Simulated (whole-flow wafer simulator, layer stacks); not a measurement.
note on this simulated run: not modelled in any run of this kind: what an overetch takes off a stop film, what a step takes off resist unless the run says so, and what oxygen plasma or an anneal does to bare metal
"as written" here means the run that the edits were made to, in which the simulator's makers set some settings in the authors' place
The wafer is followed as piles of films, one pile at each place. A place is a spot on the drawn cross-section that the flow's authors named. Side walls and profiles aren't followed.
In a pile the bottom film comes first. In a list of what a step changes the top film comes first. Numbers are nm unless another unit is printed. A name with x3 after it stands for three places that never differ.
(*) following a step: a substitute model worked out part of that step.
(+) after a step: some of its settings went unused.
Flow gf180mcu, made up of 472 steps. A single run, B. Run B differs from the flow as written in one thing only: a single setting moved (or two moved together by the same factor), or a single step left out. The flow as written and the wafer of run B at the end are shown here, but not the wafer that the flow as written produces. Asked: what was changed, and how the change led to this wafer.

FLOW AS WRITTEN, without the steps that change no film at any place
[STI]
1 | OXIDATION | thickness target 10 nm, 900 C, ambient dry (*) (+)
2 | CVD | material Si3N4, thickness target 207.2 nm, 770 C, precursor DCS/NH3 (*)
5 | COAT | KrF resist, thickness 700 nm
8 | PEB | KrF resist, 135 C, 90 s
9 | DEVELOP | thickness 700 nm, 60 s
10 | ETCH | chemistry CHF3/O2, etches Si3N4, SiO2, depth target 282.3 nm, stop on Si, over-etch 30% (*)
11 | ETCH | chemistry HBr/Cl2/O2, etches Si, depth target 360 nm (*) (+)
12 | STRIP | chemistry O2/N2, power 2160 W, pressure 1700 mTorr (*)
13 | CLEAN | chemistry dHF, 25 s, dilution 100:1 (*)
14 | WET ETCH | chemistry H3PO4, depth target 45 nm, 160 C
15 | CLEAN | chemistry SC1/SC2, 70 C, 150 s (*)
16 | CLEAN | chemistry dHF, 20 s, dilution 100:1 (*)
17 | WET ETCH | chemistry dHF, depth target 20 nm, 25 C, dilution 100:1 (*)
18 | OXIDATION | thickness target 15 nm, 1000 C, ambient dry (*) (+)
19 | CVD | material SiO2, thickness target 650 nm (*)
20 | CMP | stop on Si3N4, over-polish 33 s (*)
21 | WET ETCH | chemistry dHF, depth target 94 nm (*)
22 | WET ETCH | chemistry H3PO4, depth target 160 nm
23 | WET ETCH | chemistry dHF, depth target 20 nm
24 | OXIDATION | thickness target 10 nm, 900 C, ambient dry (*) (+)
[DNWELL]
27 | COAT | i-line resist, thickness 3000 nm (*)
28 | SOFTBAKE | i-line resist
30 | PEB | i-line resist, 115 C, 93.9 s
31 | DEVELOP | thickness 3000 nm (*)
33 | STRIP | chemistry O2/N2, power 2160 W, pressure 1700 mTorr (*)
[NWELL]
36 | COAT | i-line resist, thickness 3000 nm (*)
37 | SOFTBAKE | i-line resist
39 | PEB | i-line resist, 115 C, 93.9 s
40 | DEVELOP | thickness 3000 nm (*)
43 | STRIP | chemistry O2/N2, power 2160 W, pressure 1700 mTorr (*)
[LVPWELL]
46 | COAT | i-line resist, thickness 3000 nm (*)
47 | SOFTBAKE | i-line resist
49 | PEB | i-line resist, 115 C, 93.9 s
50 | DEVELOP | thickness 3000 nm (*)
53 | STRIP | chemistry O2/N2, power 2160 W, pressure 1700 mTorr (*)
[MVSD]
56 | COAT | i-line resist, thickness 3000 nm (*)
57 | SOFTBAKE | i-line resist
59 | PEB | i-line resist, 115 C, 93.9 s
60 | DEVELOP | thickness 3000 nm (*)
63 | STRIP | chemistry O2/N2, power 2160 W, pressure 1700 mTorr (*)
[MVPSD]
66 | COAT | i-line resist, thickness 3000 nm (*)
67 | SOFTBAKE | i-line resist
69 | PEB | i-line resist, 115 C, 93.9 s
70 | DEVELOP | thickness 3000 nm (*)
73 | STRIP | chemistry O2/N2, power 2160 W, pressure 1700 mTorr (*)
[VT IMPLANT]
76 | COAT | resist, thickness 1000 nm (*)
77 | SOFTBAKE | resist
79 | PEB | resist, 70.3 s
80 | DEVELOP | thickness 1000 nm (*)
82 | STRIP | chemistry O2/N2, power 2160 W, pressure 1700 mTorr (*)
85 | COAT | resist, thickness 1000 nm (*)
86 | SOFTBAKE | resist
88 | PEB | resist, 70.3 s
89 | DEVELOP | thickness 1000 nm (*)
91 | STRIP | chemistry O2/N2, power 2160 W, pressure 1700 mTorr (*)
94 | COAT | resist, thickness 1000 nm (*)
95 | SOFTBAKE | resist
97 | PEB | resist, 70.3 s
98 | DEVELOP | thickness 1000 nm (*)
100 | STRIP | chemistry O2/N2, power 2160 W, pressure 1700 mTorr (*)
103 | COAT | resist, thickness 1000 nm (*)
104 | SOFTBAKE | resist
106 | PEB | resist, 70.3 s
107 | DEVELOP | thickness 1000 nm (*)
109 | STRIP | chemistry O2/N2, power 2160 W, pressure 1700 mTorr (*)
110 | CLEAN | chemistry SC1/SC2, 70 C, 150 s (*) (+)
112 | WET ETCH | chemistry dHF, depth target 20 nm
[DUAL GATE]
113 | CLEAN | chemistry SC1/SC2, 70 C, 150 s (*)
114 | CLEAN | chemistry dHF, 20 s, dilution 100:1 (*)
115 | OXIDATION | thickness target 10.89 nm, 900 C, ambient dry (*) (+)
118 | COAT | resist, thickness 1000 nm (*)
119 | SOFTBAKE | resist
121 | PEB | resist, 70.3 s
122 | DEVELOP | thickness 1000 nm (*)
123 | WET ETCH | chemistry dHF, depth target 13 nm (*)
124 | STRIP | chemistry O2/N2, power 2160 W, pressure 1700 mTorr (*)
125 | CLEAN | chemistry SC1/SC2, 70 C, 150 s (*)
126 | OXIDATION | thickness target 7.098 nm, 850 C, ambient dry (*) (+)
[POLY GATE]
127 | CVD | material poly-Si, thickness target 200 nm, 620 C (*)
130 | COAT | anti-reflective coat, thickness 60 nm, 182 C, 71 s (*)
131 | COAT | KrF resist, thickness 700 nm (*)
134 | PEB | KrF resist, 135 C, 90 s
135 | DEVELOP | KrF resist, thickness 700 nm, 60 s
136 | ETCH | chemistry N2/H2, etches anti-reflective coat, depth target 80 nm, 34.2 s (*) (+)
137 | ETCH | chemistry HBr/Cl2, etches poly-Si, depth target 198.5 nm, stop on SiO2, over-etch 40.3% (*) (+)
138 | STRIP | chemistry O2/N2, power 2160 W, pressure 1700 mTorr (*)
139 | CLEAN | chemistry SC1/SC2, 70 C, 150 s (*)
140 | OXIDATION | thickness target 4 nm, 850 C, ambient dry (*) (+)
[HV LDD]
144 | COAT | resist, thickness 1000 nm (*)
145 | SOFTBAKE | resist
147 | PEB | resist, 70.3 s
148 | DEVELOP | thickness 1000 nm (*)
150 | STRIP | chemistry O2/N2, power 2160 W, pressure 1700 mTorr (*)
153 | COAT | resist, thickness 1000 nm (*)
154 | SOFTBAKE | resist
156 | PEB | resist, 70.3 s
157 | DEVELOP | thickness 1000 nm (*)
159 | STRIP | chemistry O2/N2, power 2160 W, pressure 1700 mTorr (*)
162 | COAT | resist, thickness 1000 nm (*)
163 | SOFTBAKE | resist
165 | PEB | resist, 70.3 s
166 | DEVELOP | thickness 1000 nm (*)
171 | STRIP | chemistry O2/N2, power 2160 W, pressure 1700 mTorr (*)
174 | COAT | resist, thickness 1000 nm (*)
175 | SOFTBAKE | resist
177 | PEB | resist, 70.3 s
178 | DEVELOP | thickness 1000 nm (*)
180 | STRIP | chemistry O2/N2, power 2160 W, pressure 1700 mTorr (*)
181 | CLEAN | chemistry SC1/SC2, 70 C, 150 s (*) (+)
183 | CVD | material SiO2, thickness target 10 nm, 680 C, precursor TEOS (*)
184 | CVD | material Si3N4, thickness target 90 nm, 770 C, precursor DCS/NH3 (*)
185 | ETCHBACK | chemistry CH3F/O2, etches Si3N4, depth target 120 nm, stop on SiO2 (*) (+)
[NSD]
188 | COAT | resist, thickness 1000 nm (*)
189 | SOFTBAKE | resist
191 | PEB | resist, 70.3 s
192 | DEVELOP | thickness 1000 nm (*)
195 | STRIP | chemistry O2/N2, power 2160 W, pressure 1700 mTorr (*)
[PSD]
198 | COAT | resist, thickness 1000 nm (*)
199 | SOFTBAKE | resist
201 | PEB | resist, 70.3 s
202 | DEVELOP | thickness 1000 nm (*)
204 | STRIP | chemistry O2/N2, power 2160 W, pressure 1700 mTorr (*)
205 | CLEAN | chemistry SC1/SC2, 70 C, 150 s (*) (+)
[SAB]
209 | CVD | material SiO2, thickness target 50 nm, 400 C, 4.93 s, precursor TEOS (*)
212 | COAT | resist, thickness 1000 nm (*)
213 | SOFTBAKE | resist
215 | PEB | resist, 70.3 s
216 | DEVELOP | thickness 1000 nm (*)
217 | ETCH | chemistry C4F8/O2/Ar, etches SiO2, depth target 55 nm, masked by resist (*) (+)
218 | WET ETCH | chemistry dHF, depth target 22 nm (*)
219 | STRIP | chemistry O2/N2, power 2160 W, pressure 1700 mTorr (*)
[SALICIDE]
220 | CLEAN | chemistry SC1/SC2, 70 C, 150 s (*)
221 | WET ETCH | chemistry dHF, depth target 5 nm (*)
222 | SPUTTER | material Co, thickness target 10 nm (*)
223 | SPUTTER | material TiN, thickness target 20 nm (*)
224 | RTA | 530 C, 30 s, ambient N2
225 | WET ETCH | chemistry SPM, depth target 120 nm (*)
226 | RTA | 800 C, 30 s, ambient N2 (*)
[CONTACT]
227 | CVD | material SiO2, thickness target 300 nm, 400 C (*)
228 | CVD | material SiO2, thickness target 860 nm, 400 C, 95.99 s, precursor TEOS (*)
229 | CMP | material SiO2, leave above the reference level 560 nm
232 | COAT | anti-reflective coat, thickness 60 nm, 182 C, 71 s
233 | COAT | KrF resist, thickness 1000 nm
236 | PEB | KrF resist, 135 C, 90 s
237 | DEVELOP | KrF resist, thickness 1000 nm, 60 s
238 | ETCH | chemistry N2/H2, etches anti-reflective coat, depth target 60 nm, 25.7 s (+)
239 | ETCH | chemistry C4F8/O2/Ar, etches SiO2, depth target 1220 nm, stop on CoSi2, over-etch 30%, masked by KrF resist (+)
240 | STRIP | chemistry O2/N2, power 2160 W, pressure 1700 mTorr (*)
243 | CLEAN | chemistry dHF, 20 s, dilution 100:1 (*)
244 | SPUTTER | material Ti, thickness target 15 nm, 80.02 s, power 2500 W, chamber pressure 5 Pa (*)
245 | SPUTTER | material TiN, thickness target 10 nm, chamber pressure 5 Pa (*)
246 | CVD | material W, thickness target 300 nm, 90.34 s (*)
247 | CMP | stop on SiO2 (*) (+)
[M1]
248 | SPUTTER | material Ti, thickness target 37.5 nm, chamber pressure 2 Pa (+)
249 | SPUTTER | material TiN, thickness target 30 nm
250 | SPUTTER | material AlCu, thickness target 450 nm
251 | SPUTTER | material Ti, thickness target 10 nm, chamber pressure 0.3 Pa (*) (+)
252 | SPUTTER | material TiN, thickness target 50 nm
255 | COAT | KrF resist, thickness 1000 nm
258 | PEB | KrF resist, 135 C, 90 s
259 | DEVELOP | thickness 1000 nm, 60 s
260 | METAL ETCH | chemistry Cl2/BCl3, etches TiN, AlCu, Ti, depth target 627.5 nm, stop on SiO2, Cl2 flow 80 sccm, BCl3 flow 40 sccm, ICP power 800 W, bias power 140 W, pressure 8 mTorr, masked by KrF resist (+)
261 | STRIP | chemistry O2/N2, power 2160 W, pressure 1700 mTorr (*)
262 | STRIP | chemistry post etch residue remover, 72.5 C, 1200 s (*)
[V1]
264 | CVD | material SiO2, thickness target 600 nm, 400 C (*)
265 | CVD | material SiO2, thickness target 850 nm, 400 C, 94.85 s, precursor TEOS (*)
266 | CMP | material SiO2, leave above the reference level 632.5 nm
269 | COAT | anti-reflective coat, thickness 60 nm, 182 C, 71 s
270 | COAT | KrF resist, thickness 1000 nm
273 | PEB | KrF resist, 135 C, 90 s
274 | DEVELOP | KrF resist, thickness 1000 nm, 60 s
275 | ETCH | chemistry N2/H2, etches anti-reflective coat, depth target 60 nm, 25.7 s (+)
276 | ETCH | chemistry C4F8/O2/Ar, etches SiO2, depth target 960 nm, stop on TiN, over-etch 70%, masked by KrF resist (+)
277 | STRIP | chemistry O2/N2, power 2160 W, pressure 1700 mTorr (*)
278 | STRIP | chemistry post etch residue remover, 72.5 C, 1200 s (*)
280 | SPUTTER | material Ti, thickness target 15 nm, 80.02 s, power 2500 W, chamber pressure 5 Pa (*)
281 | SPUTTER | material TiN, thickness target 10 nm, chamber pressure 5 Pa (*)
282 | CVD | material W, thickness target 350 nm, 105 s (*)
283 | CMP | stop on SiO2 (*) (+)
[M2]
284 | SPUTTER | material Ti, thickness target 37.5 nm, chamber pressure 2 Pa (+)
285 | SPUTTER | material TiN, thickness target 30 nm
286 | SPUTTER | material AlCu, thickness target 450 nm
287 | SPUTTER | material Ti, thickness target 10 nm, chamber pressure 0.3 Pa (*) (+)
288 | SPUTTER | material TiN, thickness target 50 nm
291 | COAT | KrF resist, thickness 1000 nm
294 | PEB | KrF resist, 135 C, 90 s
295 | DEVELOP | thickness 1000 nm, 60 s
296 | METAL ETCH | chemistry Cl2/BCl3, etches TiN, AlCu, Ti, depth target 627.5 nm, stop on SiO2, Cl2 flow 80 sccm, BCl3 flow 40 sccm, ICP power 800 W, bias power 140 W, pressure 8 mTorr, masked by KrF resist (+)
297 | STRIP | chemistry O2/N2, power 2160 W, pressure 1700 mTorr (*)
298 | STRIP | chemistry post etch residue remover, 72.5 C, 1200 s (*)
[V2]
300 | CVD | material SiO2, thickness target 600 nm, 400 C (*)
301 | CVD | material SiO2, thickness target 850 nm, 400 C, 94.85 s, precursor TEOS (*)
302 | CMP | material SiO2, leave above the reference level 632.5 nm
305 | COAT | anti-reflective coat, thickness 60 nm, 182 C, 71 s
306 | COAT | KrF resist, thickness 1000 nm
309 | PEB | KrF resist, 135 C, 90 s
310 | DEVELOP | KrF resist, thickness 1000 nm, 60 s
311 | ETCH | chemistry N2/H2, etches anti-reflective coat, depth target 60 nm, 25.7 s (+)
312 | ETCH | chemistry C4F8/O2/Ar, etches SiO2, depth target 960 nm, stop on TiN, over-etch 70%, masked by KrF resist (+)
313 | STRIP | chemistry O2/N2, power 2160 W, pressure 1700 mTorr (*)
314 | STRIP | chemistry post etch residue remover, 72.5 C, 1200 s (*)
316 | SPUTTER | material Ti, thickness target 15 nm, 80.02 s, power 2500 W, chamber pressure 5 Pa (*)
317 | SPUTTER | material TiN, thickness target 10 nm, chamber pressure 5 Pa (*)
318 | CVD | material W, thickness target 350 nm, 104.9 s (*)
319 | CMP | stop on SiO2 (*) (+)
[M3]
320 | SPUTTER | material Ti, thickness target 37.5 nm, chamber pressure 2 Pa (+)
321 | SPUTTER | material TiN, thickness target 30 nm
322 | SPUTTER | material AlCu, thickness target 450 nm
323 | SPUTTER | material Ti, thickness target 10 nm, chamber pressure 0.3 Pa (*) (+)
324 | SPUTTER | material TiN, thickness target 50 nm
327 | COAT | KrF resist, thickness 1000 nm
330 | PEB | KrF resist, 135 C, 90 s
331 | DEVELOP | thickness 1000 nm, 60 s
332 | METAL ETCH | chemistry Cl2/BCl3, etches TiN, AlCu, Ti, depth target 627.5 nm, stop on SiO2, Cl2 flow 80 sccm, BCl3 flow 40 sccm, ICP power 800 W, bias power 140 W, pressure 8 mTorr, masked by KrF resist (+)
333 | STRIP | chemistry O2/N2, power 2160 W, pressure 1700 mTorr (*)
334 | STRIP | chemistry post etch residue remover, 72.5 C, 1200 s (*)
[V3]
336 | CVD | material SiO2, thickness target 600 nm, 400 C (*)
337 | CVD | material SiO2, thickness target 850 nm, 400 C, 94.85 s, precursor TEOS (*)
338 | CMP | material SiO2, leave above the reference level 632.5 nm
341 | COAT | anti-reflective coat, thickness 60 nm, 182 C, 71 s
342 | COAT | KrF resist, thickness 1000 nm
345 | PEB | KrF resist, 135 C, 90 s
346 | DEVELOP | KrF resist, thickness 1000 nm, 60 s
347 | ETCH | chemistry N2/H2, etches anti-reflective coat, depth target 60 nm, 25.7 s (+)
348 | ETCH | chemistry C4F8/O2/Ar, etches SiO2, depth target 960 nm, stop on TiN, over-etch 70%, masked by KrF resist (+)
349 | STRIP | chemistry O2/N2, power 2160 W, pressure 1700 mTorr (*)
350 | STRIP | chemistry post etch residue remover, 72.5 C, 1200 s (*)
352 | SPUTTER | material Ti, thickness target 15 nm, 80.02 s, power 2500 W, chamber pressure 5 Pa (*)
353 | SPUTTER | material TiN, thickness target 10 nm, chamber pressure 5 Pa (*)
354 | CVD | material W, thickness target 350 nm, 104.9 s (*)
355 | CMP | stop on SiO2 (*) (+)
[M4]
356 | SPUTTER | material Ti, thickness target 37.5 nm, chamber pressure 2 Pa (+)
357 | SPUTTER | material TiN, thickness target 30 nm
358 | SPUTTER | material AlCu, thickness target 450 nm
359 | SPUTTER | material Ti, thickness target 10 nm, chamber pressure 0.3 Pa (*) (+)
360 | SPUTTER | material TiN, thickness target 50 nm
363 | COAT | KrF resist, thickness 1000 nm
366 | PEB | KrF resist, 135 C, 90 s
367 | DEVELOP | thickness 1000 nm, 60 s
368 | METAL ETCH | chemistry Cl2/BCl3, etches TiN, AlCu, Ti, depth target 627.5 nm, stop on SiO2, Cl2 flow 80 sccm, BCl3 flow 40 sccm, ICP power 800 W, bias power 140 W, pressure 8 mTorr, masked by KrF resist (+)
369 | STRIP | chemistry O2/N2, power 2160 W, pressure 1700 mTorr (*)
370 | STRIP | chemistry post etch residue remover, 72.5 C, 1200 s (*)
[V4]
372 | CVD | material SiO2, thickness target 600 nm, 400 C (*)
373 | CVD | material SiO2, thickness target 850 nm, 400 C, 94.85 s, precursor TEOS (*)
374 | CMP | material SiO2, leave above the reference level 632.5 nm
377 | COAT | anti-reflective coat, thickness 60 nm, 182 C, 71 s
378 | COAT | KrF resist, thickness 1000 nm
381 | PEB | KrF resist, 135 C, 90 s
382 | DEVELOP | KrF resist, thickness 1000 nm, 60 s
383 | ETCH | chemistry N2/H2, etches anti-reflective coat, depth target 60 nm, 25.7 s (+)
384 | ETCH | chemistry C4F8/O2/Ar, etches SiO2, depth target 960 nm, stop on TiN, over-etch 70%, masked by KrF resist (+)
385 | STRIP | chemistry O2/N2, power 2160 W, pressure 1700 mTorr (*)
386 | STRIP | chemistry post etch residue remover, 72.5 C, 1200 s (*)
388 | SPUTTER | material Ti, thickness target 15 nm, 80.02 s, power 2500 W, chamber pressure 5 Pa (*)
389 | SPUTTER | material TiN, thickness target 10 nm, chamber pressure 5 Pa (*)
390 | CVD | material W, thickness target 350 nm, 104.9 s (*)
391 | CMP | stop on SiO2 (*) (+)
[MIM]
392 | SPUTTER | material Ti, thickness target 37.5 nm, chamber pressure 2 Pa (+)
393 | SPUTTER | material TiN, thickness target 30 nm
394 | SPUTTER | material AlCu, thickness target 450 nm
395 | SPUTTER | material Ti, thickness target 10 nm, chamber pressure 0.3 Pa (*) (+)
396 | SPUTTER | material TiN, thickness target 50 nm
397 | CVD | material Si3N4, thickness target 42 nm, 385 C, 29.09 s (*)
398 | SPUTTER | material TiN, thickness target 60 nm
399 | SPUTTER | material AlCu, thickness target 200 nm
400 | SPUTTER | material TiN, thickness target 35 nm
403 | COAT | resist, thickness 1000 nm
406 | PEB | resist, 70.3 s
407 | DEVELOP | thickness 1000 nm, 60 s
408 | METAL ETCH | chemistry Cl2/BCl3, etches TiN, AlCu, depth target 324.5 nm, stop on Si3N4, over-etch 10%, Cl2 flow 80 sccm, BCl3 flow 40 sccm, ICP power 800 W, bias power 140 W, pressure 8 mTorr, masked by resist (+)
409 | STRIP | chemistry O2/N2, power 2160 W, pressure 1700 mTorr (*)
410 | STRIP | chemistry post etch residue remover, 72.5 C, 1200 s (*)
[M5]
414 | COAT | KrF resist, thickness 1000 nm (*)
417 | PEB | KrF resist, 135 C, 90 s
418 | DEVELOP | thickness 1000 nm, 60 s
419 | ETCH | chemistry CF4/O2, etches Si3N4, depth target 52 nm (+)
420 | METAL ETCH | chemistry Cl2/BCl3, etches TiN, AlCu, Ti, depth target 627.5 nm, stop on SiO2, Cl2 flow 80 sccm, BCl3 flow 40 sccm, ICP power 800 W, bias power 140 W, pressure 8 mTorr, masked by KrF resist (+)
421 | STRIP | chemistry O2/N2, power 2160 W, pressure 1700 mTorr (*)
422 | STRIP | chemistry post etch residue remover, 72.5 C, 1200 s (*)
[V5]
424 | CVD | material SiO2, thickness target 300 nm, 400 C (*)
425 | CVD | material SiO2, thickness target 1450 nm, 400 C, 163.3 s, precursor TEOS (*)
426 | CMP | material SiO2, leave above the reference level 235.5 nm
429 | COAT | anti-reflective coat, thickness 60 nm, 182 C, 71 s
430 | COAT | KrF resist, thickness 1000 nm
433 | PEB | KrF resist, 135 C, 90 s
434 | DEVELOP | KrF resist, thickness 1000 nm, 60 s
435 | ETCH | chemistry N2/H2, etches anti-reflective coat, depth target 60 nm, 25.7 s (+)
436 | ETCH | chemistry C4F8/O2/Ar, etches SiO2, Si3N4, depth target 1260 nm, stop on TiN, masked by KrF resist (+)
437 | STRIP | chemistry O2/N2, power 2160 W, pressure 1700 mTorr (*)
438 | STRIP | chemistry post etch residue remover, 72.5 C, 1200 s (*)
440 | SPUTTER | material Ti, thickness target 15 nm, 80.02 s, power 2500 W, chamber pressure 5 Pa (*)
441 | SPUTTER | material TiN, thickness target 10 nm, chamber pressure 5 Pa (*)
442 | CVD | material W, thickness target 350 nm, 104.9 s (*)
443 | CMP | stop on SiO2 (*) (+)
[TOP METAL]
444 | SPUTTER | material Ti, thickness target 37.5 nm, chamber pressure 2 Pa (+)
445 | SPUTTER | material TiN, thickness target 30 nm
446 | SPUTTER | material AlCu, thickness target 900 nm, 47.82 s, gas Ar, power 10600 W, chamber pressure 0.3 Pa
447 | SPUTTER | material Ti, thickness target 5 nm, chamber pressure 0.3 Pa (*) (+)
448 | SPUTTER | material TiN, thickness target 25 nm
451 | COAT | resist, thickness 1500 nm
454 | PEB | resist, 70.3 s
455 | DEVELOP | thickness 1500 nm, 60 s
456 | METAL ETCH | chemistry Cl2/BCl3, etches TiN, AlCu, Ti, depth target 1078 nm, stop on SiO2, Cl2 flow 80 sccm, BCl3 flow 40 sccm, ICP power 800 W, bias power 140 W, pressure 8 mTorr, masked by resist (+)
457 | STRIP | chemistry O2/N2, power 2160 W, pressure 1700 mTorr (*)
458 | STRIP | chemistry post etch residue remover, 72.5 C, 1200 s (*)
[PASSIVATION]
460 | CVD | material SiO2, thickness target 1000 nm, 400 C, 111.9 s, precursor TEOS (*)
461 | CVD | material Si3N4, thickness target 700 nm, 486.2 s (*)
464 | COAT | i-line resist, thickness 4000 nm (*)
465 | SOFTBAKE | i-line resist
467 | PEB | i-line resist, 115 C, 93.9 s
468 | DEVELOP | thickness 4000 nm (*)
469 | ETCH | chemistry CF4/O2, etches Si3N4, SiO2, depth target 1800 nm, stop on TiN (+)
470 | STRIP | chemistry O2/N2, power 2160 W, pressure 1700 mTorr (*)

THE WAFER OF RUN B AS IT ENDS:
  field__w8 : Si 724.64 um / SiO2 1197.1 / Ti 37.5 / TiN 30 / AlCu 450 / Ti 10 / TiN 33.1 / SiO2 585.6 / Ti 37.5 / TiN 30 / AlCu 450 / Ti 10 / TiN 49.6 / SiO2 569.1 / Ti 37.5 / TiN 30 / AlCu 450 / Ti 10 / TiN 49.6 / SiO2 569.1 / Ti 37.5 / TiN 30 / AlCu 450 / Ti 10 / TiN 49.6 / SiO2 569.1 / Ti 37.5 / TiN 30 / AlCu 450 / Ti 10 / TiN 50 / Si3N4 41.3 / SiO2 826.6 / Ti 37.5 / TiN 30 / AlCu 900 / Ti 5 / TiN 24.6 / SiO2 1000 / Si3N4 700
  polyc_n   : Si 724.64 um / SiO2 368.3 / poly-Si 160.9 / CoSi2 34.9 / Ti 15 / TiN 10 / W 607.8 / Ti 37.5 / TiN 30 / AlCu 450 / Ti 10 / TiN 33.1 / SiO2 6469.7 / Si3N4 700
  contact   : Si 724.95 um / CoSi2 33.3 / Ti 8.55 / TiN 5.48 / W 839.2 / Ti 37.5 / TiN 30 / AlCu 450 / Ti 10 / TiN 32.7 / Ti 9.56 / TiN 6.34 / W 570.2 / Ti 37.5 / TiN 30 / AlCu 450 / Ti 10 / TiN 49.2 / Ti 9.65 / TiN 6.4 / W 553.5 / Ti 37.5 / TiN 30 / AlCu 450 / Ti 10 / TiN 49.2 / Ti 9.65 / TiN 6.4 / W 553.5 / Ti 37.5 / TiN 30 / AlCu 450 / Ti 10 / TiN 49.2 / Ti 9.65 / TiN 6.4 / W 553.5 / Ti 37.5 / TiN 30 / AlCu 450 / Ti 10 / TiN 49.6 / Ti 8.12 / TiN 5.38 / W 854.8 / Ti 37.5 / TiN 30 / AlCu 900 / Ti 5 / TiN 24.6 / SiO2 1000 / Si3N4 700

Cause: step 252, SPUTTER: thickness target 33.5 nm was run, whereas the flow has thickness target 50 nm.

Step by step, how the change led to this:
  252 | SPUTTER | material TiN, thickness target 50 nm
      field, field__w1, field__w2 and 108 more: TiN gains 33.5 (new film) (it would be, as written: TiN gains 50 (new film))
  260 | METAL ETCH | chemistry Cl2/BCl3, etches TiN, AlCu, Ti, depth target 627.5 nm, stop on SiO2, Cl2 flow 80 sccm, BCl3 flow 40 sccm, ICP power 800 W, bias power 140 W, pressure 8 mTorr, masked by KrF resist (+)
      field, field__w1, field__w2 and 99 more: TiN loses 33.5 (all of it), Ti loses 10 (all of it), AlCu loses 450 (all of it), TiN loses 30 (all of it), Ti loses 37.5 (all of it) (it would be, as written: TiN loses 50 (all of it), Ti loses 10 (all of it), AlCu loses 450 (all of it), TiN loses 30 (all of it), Ti loses 37.5 (all of it))
  276 | ETCH | chemistry C4F8/O2/Ar, etches SiO2, depth target 960 nm, stop on TiN, over-etch 70%, masked by KrF resist (+)
      contact: SiO2 loses 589 (all of it) (it would be, as written: SiO2 loses 572.5 (all of it))
